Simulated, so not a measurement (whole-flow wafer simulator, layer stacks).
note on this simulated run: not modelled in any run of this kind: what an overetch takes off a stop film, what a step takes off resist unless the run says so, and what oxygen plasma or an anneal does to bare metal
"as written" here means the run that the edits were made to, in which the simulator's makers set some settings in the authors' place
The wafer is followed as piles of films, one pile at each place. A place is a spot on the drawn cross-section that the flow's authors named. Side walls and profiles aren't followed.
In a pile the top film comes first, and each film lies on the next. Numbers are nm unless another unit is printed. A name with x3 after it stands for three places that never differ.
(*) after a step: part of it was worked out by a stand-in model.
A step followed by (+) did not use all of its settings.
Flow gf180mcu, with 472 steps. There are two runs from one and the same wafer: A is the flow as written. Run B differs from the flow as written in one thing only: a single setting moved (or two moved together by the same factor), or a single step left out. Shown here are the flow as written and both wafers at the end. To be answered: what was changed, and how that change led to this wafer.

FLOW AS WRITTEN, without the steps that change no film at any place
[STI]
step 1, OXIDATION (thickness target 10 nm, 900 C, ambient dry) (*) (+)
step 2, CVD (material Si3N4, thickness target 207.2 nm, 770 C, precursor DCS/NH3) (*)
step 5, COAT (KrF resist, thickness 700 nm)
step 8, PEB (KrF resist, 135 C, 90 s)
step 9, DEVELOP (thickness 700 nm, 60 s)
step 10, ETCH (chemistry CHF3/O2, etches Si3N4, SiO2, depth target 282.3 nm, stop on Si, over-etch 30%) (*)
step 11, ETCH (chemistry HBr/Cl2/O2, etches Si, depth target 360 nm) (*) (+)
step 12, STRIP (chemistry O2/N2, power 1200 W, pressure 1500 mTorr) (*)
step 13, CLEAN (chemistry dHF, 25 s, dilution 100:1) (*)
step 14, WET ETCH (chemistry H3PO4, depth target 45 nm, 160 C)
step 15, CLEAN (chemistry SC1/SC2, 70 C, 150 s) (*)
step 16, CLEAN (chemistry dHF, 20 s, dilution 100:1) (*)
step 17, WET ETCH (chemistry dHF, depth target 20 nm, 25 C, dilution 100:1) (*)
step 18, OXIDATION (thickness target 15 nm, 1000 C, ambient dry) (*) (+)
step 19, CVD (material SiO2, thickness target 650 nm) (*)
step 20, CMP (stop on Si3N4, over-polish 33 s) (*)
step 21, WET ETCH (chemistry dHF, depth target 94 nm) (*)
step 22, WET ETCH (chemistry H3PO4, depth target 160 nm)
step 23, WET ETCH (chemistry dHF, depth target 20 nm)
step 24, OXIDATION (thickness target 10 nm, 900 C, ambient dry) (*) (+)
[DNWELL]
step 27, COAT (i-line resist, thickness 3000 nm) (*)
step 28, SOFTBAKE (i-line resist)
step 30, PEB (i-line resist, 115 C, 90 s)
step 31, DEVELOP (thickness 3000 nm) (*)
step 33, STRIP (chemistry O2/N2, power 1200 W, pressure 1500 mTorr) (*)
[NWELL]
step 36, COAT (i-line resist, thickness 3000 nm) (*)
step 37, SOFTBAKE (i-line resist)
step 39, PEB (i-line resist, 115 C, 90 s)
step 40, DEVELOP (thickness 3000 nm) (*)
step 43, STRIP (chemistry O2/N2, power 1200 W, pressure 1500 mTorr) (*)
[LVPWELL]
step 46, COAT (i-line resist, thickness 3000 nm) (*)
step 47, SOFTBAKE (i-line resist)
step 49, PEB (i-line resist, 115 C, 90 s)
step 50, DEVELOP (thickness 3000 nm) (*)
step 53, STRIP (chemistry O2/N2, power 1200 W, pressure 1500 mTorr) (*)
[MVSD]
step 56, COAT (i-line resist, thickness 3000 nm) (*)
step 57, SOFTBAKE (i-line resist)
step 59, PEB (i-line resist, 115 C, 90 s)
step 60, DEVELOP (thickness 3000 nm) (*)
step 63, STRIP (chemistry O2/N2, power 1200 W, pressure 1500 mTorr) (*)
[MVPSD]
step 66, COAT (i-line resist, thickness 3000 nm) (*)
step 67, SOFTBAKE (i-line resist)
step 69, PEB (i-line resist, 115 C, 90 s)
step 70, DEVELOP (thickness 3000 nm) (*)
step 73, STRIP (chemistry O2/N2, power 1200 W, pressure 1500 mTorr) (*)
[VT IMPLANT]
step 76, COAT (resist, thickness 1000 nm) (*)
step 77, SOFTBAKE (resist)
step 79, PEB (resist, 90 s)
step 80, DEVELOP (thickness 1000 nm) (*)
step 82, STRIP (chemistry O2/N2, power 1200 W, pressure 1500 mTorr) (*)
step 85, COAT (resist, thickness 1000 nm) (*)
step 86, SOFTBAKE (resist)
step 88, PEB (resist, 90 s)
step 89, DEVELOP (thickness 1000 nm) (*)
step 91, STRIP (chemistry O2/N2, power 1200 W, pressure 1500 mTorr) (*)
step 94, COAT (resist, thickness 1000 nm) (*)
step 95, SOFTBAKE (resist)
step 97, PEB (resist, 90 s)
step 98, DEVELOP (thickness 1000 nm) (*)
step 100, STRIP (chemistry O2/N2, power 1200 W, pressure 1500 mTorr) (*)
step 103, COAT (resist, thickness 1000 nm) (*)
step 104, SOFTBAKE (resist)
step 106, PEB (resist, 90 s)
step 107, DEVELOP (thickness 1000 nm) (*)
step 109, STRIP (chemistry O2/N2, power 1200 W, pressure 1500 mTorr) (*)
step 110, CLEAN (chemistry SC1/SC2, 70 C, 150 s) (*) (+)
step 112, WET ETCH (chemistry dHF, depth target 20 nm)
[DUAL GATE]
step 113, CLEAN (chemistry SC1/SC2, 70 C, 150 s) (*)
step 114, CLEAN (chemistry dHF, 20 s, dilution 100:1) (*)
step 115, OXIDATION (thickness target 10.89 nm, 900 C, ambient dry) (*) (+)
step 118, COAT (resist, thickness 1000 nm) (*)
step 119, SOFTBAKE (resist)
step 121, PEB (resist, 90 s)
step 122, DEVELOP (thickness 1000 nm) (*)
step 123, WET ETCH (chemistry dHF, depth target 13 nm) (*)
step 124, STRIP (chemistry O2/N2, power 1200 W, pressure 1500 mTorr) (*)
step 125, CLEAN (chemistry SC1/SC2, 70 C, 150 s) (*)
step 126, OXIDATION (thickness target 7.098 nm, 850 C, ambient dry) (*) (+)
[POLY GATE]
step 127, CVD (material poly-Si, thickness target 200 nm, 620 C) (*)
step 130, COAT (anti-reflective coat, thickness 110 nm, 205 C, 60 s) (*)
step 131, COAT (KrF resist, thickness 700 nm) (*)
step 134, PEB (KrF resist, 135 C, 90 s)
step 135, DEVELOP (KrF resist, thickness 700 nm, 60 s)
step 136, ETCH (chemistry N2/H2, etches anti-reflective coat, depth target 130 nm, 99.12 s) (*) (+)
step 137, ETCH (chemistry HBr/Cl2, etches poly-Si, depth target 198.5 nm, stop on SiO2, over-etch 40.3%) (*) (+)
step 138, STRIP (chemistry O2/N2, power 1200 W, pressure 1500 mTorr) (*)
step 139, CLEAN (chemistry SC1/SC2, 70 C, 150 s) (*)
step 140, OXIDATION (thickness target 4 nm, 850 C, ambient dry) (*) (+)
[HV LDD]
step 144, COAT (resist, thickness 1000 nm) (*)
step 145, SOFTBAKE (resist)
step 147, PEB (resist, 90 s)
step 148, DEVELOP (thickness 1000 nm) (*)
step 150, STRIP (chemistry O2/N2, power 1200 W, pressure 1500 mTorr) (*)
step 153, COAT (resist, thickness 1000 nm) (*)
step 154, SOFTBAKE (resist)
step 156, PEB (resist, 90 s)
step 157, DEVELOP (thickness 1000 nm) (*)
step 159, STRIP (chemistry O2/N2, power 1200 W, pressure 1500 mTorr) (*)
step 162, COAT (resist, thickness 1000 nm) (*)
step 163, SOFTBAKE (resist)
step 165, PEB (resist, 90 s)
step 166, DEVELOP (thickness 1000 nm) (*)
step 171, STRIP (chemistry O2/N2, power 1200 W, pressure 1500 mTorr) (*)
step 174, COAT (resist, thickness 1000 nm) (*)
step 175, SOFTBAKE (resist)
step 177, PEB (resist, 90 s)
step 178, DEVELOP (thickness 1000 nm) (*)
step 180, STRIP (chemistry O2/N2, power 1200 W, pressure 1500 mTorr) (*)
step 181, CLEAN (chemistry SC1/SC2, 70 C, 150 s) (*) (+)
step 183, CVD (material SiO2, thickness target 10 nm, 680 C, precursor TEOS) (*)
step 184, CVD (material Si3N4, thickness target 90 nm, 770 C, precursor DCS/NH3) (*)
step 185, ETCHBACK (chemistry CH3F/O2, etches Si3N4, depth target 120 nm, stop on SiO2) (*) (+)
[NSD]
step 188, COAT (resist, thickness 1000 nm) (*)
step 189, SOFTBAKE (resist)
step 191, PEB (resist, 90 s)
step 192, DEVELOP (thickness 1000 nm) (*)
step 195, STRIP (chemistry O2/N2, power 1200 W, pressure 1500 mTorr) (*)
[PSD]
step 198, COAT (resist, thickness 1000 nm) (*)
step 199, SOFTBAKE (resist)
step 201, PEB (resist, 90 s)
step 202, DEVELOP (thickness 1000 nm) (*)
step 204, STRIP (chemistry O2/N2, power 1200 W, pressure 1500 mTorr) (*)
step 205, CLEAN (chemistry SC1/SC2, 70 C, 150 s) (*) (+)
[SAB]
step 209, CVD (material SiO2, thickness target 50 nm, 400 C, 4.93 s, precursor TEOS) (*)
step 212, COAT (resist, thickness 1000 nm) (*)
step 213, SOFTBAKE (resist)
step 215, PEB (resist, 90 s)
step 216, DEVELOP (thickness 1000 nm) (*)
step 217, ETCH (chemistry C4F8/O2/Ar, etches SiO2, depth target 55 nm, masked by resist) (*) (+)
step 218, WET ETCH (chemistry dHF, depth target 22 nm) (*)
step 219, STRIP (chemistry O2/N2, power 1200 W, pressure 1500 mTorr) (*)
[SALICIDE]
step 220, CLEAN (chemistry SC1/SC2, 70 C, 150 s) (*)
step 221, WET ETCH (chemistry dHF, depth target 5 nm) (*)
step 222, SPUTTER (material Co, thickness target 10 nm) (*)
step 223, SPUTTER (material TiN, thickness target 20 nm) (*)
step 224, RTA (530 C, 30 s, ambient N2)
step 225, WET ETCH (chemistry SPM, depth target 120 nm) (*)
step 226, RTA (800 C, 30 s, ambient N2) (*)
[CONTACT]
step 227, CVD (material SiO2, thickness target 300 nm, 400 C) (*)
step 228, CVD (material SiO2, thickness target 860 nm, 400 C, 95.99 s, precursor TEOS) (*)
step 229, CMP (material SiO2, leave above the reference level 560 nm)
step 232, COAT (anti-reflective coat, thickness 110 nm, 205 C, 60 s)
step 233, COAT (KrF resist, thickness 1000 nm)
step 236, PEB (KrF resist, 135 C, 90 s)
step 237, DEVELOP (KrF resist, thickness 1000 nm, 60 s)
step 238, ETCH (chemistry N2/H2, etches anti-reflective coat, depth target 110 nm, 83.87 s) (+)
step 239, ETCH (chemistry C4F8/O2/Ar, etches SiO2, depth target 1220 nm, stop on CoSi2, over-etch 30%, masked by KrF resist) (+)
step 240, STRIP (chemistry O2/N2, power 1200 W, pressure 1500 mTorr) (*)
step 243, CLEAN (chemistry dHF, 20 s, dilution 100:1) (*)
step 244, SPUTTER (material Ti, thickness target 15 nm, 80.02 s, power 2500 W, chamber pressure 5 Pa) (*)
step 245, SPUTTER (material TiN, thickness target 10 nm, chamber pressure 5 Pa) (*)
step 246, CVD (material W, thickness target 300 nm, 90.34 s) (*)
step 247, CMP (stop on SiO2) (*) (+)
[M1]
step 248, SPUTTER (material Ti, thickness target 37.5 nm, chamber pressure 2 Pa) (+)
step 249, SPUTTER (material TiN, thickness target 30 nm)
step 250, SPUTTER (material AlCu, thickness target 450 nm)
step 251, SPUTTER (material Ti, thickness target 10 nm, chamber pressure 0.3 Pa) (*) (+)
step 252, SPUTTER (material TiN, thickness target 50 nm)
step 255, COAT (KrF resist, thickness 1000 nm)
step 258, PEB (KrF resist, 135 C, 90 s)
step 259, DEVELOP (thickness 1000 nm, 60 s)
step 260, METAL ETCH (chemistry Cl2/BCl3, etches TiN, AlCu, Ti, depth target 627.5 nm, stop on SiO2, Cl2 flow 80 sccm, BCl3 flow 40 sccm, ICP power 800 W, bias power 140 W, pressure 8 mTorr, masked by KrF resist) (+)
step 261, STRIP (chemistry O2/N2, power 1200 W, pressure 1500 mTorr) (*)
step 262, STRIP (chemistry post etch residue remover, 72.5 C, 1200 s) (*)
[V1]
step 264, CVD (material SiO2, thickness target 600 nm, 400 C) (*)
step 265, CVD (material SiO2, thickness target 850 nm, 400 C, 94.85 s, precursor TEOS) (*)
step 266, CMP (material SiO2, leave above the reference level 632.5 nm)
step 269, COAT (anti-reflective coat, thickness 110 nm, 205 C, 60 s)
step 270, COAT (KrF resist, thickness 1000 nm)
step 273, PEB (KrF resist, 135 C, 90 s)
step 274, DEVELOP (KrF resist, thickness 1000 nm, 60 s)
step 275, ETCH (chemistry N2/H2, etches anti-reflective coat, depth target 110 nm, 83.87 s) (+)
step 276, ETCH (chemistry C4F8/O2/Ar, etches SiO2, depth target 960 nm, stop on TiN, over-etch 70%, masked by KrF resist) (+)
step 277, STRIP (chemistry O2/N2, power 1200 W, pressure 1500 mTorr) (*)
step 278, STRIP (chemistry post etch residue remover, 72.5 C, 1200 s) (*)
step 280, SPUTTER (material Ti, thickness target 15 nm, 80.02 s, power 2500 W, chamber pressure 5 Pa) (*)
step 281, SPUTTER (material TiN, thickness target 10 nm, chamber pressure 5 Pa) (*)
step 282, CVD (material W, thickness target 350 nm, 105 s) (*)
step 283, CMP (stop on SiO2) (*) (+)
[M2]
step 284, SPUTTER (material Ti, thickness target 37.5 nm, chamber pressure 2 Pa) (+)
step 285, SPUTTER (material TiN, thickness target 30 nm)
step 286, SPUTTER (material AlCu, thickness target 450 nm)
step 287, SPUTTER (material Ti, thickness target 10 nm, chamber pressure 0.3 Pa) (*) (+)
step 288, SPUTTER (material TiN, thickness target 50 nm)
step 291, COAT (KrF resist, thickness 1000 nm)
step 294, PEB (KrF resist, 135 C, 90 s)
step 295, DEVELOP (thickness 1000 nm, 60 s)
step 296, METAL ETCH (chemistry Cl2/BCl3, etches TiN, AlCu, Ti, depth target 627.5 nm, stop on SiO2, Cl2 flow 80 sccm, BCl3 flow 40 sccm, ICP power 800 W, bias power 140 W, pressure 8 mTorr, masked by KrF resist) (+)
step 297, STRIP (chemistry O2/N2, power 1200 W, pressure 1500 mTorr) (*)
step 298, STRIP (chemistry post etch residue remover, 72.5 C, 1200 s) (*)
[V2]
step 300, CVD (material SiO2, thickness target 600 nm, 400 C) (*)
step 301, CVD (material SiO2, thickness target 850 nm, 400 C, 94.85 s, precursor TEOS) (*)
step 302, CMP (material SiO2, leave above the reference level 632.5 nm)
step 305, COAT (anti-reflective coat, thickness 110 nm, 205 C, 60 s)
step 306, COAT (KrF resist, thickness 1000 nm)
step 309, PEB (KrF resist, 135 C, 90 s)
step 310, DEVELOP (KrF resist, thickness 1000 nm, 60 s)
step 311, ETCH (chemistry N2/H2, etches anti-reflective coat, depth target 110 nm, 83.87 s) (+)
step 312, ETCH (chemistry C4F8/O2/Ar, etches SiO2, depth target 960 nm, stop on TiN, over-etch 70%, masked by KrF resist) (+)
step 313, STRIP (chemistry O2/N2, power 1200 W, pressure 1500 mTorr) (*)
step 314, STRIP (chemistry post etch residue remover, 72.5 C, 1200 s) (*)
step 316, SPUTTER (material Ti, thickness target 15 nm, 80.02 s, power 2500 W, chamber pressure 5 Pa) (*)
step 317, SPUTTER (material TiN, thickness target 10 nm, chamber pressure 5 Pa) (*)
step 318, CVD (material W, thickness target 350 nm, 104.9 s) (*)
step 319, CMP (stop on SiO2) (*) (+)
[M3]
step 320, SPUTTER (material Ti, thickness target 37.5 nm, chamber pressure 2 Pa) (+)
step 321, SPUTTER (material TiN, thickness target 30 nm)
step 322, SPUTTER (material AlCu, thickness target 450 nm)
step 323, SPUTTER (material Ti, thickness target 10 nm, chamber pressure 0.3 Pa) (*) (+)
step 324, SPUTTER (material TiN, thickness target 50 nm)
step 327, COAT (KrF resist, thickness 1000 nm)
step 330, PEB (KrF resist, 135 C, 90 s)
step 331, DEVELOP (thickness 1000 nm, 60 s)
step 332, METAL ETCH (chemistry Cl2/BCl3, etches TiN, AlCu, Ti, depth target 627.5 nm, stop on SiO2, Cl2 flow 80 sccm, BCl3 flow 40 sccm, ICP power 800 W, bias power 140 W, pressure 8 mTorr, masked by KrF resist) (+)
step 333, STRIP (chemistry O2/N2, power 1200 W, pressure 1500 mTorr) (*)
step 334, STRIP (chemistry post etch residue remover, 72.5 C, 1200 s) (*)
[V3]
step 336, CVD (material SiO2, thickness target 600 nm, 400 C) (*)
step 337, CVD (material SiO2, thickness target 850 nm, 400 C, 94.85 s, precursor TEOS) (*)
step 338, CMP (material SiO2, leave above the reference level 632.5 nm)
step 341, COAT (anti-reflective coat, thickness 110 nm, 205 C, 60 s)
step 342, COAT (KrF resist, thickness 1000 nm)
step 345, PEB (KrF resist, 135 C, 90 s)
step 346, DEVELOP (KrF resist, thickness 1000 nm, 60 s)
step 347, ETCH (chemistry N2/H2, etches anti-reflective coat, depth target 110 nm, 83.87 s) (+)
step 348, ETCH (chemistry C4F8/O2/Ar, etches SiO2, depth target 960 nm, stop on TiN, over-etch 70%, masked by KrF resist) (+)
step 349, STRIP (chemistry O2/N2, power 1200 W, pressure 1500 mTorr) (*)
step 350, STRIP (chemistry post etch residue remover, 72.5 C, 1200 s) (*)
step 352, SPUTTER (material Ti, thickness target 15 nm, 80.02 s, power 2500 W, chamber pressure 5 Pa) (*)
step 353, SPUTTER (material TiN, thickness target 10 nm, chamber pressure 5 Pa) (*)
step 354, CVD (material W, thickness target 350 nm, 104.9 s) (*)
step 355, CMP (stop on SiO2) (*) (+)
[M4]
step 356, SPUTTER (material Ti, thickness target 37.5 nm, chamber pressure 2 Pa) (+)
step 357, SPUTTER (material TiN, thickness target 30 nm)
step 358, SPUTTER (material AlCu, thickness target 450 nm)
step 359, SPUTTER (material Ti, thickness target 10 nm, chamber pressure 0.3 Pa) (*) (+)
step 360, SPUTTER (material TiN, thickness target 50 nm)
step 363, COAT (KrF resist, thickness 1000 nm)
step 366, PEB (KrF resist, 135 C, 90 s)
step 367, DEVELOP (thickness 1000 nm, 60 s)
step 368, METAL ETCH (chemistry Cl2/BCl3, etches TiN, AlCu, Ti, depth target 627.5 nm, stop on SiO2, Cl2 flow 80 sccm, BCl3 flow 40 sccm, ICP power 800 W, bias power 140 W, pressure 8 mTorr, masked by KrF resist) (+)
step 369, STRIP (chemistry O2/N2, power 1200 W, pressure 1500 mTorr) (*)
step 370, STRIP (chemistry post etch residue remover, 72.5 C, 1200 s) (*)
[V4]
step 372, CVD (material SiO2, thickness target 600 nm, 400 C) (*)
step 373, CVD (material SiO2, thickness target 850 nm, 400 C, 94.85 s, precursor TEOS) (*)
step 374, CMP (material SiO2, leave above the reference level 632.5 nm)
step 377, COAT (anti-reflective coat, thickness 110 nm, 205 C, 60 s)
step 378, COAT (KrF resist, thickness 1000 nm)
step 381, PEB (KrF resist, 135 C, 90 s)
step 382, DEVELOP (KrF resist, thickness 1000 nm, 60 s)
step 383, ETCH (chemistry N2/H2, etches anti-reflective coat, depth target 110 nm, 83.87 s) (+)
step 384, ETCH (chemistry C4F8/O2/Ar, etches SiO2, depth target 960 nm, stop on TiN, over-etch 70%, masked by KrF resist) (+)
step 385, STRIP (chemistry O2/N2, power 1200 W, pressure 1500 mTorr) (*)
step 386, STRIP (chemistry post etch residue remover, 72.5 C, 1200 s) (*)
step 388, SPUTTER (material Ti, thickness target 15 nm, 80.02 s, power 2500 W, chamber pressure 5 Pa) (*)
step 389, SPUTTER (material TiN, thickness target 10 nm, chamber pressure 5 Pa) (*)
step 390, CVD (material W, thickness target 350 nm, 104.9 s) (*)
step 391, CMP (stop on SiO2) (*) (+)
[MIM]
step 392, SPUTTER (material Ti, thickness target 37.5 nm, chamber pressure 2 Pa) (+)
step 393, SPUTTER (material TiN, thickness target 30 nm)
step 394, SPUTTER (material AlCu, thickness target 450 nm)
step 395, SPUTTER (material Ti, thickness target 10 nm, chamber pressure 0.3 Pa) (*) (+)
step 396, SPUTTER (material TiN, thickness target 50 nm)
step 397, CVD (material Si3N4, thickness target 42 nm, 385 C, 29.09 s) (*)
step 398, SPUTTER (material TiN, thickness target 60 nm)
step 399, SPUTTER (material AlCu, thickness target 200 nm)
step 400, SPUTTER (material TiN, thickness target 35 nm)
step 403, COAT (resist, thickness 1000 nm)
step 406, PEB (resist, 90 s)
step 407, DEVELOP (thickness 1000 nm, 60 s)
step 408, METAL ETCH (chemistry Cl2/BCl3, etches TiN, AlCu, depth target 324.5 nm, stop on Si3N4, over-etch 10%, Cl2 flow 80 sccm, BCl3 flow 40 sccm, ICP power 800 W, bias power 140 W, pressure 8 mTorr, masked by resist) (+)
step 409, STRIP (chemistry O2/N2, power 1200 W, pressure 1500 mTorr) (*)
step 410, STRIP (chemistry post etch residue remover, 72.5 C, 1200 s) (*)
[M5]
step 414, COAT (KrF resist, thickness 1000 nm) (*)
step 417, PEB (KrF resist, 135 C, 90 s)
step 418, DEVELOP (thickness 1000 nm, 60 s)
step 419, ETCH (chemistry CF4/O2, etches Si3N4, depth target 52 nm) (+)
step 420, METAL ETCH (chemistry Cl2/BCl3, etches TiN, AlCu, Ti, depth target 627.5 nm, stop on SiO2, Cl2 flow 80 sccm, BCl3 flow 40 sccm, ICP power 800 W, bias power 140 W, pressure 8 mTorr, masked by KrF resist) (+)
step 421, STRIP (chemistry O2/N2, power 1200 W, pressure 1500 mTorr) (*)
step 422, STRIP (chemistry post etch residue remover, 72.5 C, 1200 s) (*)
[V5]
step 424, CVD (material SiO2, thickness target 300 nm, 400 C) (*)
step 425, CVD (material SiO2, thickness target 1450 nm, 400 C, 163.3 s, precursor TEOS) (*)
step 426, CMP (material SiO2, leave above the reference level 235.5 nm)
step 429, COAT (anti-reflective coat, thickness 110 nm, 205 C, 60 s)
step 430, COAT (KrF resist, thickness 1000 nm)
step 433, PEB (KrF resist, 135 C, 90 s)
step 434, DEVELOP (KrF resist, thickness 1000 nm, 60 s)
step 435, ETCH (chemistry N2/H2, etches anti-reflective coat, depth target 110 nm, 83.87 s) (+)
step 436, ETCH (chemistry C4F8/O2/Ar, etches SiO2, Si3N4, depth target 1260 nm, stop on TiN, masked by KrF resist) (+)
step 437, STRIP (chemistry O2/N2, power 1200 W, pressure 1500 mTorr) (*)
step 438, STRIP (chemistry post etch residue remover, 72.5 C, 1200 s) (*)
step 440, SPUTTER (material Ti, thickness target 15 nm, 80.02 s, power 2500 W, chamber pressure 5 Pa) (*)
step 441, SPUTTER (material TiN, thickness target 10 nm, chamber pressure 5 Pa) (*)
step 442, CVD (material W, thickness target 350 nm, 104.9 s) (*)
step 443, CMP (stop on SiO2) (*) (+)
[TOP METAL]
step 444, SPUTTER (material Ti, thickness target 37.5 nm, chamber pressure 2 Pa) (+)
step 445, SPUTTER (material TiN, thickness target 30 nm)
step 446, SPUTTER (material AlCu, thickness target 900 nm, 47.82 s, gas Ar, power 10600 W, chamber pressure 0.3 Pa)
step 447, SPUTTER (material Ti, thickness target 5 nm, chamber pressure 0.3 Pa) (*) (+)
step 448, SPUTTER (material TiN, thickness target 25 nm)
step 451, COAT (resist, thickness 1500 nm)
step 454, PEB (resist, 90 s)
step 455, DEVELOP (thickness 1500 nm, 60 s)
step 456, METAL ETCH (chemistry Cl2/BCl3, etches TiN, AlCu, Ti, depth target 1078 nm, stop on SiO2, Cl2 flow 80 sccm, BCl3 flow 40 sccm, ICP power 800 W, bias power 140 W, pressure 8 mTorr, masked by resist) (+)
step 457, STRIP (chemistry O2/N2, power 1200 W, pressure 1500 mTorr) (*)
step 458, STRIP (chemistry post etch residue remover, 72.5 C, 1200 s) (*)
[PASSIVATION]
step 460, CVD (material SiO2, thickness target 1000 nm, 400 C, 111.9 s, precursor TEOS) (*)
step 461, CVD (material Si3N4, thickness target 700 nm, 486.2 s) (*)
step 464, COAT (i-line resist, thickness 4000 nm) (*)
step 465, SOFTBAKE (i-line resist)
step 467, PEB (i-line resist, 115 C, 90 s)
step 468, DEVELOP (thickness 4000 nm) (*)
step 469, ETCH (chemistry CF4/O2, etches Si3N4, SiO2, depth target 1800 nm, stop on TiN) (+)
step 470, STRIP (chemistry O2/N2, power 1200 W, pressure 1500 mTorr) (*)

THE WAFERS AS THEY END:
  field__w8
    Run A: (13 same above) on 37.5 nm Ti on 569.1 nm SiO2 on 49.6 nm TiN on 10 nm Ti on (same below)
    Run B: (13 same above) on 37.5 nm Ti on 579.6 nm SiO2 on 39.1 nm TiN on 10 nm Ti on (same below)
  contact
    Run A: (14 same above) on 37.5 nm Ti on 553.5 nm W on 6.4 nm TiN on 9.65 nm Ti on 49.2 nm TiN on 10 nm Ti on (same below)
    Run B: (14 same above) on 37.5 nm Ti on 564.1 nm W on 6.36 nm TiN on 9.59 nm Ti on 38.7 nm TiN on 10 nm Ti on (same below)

What caused this: step 360, SPUTTER: thickness target 39.5 nm was run, whereas the flow has thickness target 50 nm.

Step by step, how the change led to this:
  step 360, SPUTTER (material TiN, thickness target 50 nm)
      field, field__w1, field__w2 and 108 more: A +50 TiN (new film) | B +39.5 TiN (new film)
  step 368, METAL ETCH (chemistry Cl2/BCl3, etches TiN, AlCu, Ti, depth target 627.5 nm, stop on SiO2, Cl2 flow 80 sccm, BCl3 flow 40 sccm, ICP power 800 W, bias power 140 W, pressure 8 mTorr, masked by KrF resist) (+)
      field, field__w1, field__w2 and 103 more: A -50 TiN (all of it), -10 Ti (all of it), -450 AlCu (all of it), -30 TiN (all of it), -37.5 Ti (all of it) | B -39.5 TiN (all of it), -10 Ti (all of it), -450 AlCu (all of it), -30 TiN (all of it), -37.5 Ti (all of it)
